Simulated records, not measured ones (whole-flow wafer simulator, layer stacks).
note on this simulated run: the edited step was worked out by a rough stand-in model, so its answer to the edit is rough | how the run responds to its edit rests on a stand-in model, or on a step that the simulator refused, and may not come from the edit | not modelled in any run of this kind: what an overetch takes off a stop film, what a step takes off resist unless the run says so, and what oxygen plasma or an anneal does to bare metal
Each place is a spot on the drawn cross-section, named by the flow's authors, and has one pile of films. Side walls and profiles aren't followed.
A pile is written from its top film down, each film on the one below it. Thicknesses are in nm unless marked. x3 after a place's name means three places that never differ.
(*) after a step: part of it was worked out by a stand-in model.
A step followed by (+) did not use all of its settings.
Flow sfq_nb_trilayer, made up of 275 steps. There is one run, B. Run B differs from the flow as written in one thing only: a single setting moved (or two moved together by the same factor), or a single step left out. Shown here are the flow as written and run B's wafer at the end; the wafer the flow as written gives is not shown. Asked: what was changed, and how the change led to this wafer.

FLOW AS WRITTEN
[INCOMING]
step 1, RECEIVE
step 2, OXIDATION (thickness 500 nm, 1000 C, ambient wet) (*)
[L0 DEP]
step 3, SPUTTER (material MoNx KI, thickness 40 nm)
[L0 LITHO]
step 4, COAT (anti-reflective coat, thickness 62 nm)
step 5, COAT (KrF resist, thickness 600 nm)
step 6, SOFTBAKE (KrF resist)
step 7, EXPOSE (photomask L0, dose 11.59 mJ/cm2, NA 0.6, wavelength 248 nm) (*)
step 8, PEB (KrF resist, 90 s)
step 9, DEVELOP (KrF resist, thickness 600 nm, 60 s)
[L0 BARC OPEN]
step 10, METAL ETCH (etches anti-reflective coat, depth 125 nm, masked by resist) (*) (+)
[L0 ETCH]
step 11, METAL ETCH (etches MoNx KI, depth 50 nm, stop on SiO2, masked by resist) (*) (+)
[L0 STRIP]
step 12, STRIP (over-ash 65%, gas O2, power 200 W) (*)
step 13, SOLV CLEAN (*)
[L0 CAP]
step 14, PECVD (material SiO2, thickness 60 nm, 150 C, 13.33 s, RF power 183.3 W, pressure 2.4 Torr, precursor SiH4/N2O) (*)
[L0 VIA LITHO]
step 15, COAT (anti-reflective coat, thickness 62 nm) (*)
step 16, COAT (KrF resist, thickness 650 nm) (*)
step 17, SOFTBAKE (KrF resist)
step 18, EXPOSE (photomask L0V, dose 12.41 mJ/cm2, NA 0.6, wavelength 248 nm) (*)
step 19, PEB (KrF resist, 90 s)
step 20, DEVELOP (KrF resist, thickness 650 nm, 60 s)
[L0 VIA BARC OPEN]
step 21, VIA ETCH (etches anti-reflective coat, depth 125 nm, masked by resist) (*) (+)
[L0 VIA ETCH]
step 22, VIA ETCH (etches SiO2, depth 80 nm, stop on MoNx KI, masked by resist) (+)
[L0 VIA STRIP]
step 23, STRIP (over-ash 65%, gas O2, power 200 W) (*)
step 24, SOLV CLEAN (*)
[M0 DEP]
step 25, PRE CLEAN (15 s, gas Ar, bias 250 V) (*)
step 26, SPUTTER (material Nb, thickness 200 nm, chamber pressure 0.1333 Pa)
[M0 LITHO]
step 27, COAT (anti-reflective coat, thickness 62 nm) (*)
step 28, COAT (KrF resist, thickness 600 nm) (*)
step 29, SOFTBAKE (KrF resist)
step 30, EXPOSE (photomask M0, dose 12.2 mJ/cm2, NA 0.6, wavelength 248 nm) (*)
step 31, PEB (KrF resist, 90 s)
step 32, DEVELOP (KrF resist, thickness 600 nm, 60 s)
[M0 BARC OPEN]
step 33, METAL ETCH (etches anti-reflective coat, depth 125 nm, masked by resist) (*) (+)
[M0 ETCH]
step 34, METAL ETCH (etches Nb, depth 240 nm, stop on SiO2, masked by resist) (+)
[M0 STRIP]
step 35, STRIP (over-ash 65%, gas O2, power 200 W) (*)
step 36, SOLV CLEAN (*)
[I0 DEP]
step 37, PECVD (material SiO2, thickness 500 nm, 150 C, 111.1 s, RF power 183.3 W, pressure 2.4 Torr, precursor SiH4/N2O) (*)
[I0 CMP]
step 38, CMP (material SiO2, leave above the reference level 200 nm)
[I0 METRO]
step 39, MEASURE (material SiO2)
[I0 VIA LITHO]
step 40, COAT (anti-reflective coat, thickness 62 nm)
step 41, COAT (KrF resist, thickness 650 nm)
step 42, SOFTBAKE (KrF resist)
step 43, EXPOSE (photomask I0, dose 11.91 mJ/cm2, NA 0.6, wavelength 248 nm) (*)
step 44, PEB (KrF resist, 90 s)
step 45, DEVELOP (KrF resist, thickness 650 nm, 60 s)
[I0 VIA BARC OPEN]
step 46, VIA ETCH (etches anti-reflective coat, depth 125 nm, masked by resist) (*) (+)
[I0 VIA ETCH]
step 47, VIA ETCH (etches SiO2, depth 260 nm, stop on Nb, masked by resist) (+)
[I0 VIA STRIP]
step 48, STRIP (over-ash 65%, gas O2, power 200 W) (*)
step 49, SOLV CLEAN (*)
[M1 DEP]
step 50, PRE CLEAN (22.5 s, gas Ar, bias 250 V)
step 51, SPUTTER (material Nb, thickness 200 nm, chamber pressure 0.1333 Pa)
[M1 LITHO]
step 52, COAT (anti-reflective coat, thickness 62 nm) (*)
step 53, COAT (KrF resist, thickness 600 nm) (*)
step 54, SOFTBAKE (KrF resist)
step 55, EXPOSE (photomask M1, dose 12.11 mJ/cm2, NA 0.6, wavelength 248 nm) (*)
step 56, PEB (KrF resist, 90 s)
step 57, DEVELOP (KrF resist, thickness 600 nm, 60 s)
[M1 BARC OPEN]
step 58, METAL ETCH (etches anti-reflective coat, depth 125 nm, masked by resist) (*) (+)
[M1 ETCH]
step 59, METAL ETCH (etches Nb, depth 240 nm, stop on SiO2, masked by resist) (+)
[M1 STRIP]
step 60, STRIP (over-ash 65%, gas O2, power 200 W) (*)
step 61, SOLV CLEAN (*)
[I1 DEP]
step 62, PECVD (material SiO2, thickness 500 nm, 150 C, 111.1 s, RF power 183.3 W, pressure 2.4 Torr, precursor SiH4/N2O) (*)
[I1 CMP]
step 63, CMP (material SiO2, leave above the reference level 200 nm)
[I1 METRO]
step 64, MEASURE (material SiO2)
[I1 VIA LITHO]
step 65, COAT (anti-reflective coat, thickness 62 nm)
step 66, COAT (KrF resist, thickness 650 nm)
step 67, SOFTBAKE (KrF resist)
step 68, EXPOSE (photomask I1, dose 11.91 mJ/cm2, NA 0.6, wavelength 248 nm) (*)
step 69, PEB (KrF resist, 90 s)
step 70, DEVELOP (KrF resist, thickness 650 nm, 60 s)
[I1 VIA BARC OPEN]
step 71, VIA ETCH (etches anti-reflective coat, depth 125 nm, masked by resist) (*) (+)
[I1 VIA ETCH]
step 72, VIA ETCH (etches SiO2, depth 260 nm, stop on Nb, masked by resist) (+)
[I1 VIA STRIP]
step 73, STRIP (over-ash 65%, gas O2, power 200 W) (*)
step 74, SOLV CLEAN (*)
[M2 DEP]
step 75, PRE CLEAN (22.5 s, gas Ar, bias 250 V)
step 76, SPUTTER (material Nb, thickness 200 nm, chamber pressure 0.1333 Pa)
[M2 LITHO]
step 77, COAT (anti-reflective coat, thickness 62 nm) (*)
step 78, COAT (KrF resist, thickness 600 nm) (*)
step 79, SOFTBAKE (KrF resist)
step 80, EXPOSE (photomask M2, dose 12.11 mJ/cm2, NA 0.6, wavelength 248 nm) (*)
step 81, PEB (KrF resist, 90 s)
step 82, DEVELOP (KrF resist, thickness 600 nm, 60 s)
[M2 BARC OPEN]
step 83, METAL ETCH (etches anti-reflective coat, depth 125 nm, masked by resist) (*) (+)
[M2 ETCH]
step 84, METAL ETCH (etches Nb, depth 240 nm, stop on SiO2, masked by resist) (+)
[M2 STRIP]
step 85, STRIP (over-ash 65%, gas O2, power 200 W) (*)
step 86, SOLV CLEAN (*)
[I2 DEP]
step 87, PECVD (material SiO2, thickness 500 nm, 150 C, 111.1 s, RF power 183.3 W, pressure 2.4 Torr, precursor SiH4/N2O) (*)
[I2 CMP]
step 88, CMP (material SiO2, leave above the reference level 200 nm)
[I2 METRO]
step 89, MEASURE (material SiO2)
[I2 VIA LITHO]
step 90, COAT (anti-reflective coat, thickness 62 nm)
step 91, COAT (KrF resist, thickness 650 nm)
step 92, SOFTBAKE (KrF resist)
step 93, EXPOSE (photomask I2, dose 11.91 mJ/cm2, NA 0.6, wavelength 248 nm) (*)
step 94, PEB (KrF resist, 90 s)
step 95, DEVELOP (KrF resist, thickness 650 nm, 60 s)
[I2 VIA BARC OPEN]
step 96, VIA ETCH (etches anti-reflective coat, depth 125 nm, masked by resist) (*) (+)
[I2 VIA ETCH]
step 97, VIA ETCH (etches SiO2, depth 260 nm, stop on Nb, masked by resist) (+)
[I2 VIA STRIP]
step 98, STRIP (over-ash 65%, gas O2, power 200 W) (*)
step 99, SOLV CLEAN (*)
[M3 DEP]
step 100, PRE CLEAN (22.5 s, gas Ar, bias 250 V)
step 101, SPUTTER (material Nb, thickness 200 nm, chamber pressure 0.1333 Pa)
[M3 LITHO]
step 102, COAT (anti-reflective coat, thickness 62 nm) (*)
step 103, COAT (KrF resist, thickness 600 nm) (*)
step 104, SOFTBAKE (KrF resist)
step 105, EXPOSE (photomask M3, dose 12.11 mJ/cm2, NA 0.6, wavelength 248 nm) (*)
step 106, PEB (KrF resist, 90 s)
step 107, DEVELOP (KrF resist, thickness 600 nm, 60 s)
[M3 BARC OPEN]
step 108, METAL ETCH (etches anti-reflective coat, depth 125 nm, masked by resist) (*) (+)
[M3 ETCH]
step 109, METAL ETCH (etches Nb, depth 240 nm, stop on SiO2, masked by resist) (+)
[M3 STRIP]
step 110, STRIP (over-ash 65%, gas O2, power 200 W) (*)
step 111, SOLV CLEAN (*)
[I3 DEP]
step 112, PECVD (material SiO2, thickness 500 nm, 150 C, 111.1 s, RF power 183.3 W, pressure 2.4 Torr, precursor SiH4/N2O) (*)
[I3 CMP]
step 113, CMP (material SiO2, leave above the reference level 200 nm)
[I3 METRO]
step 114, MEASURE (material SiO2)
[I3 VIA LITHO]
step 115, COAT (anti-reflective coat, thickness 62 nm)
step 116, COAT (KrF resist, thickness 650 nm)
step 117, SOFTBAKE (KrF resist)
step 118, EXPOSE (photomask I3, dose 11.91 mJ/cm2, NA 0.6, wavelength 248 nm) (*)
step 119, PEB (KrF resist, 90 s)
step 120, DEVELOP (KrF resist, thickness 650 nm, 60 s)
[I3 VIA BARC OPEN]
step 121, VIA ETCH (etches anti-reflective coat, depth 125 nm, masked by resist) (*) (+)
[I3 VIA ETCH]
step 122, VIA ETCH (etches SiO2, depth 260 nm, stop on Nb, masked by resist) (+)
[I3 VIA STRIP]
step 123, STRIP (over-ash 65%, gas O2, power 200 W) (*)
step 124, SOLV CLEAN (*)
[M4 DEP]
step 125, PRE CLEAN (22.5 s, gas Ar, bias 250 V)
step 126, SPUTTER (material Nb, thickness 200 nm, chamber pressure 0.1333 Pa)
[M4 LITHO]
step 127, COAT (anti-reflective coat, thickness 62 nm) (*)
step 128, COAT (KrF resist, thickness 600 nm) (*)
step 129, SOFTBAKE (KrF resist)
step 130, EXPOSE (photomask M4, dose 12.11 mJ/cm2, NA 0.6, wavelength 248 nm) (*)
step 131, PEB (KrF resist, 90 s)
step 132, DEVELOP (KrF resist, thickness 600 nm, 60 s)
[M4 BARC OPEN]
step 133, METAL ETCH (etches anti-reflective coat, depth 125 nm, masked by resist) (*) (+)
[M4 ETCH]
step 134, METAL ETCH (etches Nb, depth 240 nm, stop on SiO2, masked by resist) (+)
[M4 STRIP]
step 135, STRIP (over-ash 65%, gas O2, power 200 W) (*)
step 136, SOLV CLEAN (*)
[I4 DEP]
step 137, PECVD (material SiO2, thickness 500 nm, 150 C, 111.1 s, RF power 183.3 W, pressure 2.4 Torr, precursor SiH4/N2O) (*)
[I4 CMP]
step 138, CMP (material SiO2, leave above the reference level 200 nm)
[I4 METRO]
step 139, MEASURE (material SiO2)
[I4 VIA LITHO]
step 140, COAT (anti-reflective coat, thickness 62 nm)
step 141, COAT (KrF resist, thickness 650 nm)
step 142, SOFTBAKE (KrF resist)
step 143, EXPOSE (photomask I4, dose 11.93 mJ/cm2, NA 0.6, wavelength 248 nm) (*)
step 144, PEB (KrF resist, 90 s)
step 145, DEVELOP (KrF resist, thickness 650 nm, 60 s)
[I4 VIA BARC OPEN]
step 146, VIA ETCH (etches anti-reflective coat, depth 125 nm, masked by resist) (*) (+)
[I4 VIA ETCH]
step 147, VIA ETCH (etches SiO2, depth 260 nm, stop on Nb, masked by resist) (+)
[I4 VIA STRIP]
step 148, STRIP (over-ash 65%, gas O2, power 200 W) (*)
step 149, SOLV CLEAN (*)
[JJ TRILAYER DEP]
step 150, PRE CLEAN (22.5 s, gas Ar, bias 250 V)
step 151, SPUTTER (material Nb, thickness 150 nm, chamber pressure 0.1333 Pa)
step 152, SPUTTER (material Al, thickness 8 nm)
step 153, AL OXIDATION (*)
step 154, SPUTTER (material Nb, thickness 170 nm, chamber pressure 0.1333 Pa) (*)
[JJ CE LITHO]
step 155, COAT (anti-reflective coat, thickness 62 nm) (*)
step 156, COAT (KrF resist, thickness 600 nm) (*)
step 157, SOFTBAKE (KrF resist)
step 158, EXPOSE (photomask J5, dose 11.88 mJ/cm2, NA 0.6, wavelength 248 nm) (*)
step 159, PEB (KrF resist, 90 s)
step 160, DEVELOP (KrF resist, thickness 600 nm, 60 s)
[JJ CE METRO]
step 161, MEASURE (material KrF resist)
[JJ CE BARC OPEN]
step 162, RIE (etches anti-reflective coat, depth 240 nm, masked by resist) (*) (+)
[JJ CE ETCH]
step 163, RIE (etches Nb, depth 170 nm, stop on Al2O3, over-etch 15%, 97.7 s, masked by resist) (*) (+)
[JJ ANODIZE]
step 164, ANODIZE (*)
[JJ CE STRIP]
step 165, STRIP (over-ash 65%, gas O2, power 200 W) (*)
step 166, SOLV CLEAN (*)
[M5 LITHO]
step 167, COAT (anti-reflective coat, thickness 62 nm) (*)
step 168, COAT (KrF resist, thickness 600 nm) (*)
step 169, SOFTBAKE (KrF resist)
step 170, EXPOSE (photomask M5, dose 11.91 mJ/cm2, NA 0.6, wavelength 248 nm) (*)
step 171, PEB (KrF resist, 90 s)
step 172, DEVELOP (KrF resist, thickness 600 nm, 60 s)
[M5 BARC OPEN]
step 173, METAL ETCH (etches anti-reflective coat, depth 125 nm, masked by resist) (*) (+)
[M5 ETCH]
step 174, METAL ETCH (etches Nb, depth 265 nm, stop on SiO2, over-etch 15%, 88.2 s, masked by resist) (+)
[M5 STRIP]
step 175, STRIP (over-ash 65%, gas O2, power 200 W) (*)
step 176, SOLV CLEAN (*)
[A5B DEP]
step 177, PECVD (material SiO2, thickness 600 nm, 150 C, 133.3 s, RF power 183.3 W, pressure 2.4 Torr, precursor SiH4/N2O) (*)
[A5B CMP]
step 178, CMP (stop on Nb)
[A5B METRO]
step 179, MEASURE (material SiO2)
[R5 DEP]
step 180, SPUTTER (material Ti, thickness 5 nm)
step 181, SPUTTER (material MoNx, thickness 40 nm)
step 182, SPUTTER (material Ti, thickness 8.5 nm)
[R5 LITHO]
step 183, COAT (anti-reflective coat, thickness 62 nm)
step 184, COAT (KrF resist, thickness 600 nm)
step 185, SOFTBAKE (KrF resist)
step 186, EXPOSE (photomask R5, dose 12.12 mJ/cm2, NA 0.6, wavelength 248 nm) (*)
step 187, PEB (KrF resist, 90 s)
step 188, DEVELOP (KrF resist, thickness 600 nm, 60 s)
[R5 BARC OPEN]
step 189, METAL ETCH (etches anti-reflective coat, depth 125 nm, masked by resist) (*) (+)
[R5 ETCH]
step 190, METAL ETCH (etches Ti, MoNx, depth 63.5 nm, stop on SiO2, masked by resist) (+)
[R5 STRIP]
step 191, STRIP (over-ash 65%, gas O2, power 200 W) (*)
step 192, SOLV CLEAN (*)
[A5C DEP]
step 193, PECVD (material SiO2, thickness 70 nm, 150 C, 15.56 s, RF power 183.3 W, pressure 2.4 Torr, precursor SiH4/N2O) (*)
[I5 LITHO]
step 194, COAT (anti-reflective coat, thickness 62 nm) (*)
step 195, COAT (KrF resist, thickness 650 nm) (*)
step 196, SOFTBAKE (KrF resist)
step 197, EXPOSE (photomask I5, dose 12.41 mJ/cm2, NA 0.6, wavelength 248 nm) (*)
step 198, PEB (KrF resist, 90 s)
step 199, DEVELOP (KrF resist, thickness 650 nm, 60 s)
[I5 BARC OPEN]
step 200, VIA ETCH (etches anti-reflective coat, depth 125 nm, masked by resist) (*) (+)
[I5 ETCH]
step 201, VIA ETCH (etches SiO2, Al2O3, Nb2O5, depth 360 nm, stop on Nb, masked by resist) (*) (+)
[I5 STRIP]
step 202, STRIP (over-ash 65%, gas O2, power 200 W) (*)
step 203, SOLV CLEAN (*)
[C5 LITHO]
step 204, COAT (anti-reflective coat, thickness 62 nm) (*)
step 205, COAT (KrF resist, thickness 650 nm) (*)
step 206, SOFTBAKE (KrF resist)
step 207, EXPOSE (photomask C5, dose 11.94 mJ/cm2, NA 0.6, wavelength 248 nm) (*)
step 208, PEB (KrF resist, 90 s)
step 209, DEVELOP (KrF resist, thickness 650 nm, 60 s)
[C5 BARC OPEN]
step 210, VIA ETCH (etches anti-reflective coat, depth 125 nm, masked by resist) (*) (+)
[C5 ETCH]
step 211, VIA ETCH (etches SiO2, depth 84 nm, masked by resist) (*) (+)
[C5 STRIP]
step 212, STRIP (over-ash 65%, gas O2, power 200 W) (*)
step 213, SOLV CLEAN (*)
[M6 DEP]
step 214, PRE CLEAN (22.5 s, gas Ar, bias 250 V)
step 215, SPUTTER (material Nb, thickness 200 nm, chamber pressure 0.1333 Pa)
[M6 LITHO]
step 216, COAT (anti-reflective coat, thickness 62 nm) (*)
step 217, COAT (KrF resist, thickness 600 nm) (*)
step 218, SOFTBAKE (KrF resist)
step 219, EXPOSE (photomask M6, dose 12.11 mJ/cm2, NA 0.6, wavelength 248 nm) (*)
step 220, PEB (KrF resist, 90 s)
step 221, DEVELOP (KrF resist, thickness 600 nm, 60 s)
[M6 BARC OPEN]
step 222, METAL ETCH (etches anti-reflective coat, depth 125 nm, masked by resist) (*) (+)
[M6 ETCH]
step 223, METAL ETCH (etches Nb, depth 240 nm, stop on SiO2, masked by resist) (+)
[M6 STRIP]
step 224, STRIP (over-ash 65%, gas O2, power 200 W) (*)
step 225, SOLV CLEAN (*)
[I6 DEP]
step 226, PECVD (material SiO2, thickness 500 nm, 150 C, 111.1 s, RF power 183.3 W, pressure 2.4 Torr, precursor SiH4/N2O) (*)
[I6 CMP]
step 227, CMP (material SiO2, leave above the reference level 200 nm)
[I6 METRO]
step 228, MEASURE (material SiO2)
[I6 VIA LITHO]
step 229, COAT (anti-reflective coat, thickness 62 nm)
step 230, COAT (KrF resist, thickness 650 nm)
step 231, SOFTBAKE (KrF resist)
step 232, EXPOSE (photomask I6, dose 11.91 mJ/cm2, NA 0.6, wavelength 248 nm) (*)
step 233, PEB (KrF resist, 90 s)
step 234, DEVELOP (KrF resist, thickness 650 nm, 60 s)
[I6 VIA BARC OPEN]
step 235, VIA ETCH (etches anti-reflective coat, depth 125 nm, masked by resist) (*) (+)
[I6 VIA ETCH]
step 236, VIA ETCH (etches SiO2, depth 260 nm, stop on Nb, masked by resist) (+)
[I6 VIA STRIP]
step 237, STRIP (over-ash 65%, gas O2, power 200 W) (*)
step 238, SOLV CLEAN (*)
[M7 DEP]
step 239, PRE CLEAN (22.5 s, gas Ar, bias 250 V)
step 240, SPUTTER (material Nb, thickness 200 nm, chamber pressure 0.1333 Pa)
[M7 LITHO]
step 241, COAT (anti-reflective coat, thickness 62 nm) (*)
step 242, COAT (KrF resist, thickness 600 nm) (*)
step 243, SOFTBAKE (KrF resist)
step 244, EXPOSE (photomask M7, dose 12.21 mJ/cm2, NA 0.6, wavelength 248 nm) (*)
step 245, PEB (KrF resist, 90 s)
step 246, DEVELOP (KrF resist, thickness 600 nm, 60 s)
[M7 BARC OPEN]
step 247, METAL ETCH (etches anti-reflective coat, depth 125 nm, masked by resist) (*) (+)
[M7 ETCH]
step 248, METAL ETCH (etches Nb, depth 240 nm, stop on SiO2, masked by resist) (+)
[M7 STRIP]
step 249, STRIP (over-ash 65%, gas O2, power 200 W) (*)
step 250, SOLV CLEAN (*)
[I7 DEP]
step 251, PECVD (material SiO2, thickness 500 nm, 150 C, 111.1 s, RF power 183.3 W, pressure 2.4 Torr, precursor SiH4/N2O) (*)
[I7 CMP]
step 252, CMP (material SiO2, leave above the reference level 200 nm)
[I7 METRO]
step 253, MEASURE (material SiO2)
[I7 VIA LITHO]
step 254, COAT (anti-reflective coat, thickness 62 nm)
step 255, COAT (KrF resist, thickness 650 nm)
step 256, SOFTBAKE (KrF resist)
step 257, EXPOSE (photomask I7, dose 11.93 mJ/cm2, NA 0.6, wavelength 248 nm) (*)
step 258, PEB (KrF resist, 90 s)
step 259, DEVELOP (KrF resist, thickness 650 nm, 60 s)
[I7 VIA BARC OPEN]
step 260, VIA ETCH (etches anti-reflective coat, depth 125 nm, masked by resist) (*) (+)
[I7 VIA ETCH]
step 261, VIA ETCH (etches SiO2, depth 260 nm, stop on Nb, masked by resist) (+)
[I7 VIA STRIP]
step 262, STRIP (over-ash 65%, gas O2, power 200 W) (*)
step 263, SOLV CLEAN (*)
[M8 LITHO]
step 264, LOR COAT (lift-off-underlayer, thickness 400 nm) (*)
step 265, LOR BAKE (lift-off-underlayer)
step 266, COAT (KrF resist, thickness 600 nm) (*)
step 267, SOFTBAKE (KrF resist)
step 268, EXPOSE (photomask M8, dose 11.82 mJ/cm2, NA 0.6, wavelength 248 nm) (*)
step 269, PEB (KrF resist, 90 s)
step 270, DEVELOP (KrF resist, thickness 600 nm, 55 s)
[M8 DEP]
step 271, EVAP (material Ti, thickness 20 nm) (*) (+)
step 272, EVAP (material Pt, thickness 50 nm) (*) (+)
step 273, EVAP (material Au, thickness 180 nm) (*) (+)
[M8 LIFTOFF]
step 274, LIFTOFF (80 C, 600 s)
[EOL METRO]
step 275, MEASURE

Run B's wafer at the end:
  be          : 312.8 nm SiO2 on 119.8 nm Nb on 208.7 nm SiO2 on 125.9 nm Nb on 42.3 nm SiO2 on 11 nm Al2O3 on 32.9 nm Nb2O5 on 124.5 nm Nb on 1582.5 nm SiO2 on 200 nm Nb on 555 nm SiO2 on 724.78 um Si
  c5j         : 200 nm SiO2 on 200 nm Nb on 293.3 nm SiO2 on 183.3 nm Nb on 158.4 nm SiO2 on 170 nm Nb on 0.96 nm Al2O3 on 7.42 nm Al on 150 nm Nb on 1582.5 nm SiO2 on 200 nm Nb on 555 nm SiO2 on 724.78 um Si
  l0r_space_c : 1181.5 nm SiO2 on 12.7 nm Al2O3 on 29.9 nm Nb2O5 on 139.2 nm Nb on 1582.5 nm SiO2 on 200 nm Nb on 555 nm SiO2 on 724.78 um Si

The reason: step 137, PECVD: thickness 220 nm was run, though the flow has thickness 500 nm; step 137, PECVD: 48.89 s was run, where the flow has 111.1 s.

Step by step, how the change led to this:
  step 137, PECVD (material SiO2, thickness 500 nm, 150 C, 111.1 s, RF power 183.3 W, pressure 2.4 Torr, precursor SiH4/N2O) (*)
      field_l, be, be_sur and 55 more: SiO2 gains 220 (as written it would have been: SiO2 gains 500)
      v_sur, via_wl, via_w and 35 more: SiO2 gains 220 (new film) (as written it would have been: SiO2 gains 500 (new film))
      (also at 10 further places)
  step 138, CMP (material SiO2, leave above the reference level 200 nm)
      field_l, be, be_sur and 55 more: nothing (as written it would have been: SiO2 loses 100)
      p3_s0, p3_s1, p3_s2, p3_s3, p3_s4, p3_s5: nothing (as written it would have been: SiO2 loses 157.1)
      (also at 42 further places)
  step 140, COAT (anti-reflective coat, thickness 62 nm)
      ce_l, ce_r, sp_r, be_r, r_sur, l0r_space_c: anti-reflective coat gains 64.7 (new film) (as written it would have been: anti-reflective coat gains 62 (new film))
      m0r_space_l, m0r_space_r, m6r_space_l, m6r_space_r, m7r_space_l, m7r_space_r: anti-reflective coat gains 81.3 (new film) (as written it would have been: anti-reflective coat gains 62 (new film))
      (also at 77 further places)
  step 141, COAT (KrF resist, thickness 650 nm)
      m0r_line_l, m0r_line_r, m6r_line_l, m6r_line_r, m7r_line_l, m7r_line_r: KrF resist gains 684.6 (new film) (as written it would have been: KrF resist gains 650 (new film))
      m0r_space_l, m0r_space_r, m6r_space_l, m6r_space_r, m7r_space_l, m7r_space_r: KrF resist gains 673.9 (new film) (as written it would have been: KrF resist gains 650 (new film))
      (also at 73 further places)
  step 145, DEVELOP (KrF resist, thickness 650 nm, 60 s)
      via_wl: KrF resist loses 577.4 (all of it) (as written it would have been: KrF resist loses 648.6 (all of it))
      via_w: KrF resist loses 586.1 (all of it) (as written it would have been: KrF resist loses 648.6 (all of it))
      (also at 1 further place)
  step 146, VIA ETCH (etches anti-reflective coat, depth 125 nm, masked by resist) (*) (+)
      field_l, v_sur, via_sp and 100 more: KrF resist loses 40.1 (as written it would have been: KrF resist loses 51.7)
      via_wl: anti-reflective coat loses 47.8 (all of it), SiO2 loses 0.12 (as written it would have been: anti-reflective coat loses 62 (all of it), SiO2 loses 0.16)
      (also at 2 further places)
  step 148, STRIP (over-ash 65%, gas O2, power 200 W) (*)
      p4_fl, p4_fm, p4_w1, p4_g1, p4_w2, p4_g2, p4_w3, p4_fr: KrF resist loses 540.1 (all of it), anti-reflective coat loses 62 (all of it) (as written it would have been: KrF resist loses 528.6 (all of it), anti-reflective coat loses 62 (all of it))
      m0r_line_l, m0r_line_r, m6r_line_l, m6r_line_r, m7r_line_l, m7r_line_r: KrF resist loses 574.6 (all of it), anti-reflective coat loses 61.8 (all of it) (as written it would have been: KrF resist loses 528.6 (all of it), anti-reflective coat loses 62 (all of it))
      (also at 89 further places)
  step 151, SPUTTER (material Nb, thickness 150 nm, chamber pressure 0.1333 Pa)
      lsp_r, l0_sur, l0v: Nb gains 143 (new film) (as written it would have been: Nb gains 150 (new film))
      be, lsp_l: Nb gains 136.3 (new film) (as written it would have been: Nb gains 150 (new film))
      (also at 1 further place)
  step 152, SPUTTER (material Al, thickness 8 nm)
      be, lsp_l: Al gains 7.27 (new film) (as written it would have been: Al gains 8 (new film))
      via_v: Al gains 5.94 (new film) (as written it would have been: Al gains 8 (new film))
  step 154, SPUTTER (material Nb, thickness 170 nm, chamber pressure 0.1333 Pa) (*)
      lsp_r, l0_sur, l0v: Nb gains 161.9 (new film) (as written it would have been: Nb gains 170 (new film))
      be, lsp_l: Nb gains 153.3 (new film) (as written it would have been: Nb gains 170 (new film))
      (also at 1 further place)
  step 155, COAT (anti-reflective coat, thickness 62 nm) (*)
      ce_r, sp_r, be_r: anti-reflective coat gains 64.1 (new film) (as written it would have been: anti-reflective coat gains 61.5 (new film))
      p3_s0, p3_s1, p3_s3: anti-reflective coat gains 109.1 (new film) (as written it would have been: anti-reflective coat gains 62 (new film))
      (also at 85 further places)
  step 156, COAT (KrF resist, thickness 600 nm) (*)
      m0r_space_l, m5r_space_l, m6r_space_l, m7r_space_l: KrF resist gains 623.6 (new film) (as written it would have been: KrF resist gains 600 (new film))
      m0r_line_l, m6r_line_l, m7r_line_l: KrF resist gains 634.5 (new film) (as written it would have been: KrF resist gains 600 (new film))
      (also at 79 further places)
  step 160, DEVELOP (KrF resist, thickness 600 nm, 60 s)
      m0r_space_l, m5r_space_l, m5r_space_r, m6r_space_l, m7r_space_l: KrF resist loses 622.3 (all of it) (as written it would have been: KrF resist loses 598.7 (all of it))
      m0r_line_l, m6r_line_l, m7r_line_l: KrF resist loses 633.1 (all of it) (as written it would have been: KrF resist loses 598.7 (all of it))
      (also at 77 further places)
  step 162, RIE (etches anti-reflective coat, depth 240 nm, masked by resist) (*) (+)
      ce_l, c5j, ce_r, wl_jj: KrF resist loses 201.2 (as written it would have been: KrF resist loses 209.4)
      p3_s0, p3_s1, p3_s3: anti-reflective coat loses 109.1 (all of it) (as written it would have been: anti-reflective coat loses 62 (all of it))
      (also at 84 further places)
  step 163, RIE (etches Nb, depth 170 nm, stop on Al2O3, over-etch 15%, 97.7 s, masked by resist) (*) (+)
      lsp_r, l0_sur, l0v: Nb loses 161.9 (all of it), Al2O3 loses 0.96 (all of it) (as written it would have been: Nb loses 170 (all of it), Al2O3 loses 0.51)
      be, lsp_l: Nb loses 153.3 (all of it), Al2O3 loses 0.96 (all of it) (as written it would have been: Nb loses 170 (all of it), Al2O3 loses 0.51)
      (also at 1 further place)
  step 164, ANODIZE (*)
      lsp_r, l0_sur, l0v: Al2O3 gains 11.5 (new film), Nb2O5 gains 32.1 (new film), Al loses 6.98 (all of it), Nb loses 11.5 (as written it would have been: Al2O3 gains 12.2, Nb2O5 gains 29.9 (new film), Al loses 7.42 (all of it), Nb loses 10.8)
      be, lsp_l: Al2O3 gains 11 (new film), Nb2O5 gains 32.9 (new film), Al loses 6.69 (all of it), Nb loses 11.8 (as written it would have been: Al2O3 gains 12.2, Nb2O5 gains 29.9 (new film), Al loses 7.42 (all of it), Nb loses 10.8)
      (also at 1 further place)
  ... 46 further steps ...
  step 274, LIFTOFF (80 C, 600 s)
      be: Au loses 180 (all of it), Pt loses 50 (all of it), Ti loses 20 (all of it), KrF resist loses 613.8 (all of it), lift-off-underlayer loses 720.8 (all of it) (as written it would have been: Au loses 180 (all of it), Pt loses 50 (all of it), Ti loses 20 (all of it), KrF resist loses 572.1 (all of it), lift-off-underlayer loses 398.5 (all of it))
      be_sur: Au loses 180 (all of it), Pt loses 50 (all of it), Ti loses 20 (all of it), KrF resist loses 587.3 (all of it), lift-off-underlayer loses 366.3 (all of it) (as written it would have been: Au loses 180 (all of it), Pt loses 50 (all of it), Ti loses 20 (all of it), KrF resist loses 572.6 (all of it), lift-off-underlayer loses 398.9 (all of it))
      (also at 1 further place)
If metal films that touch count as one body, be has 4 bodies (between them, from the top down: SiO2 208.7; SiO2 42.3 / Al2O3 11 / Nb2O5 32.9; SiO2 1582.5); the flow as written gives 3 bodies (between them, from the top down: SiO2 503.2; SiO2 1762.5).
If metal films that touch count as one body, c5j has 5 bodies (between them, from the top down: SiO2 293.3; SiO2 158.4; Al2O3 0.96; SiO2 1582.5); the flow as written gives 4 bodies (between them, from the top down: SiO2 284.2; Al2O3 0.96; SiO2 1762.5).
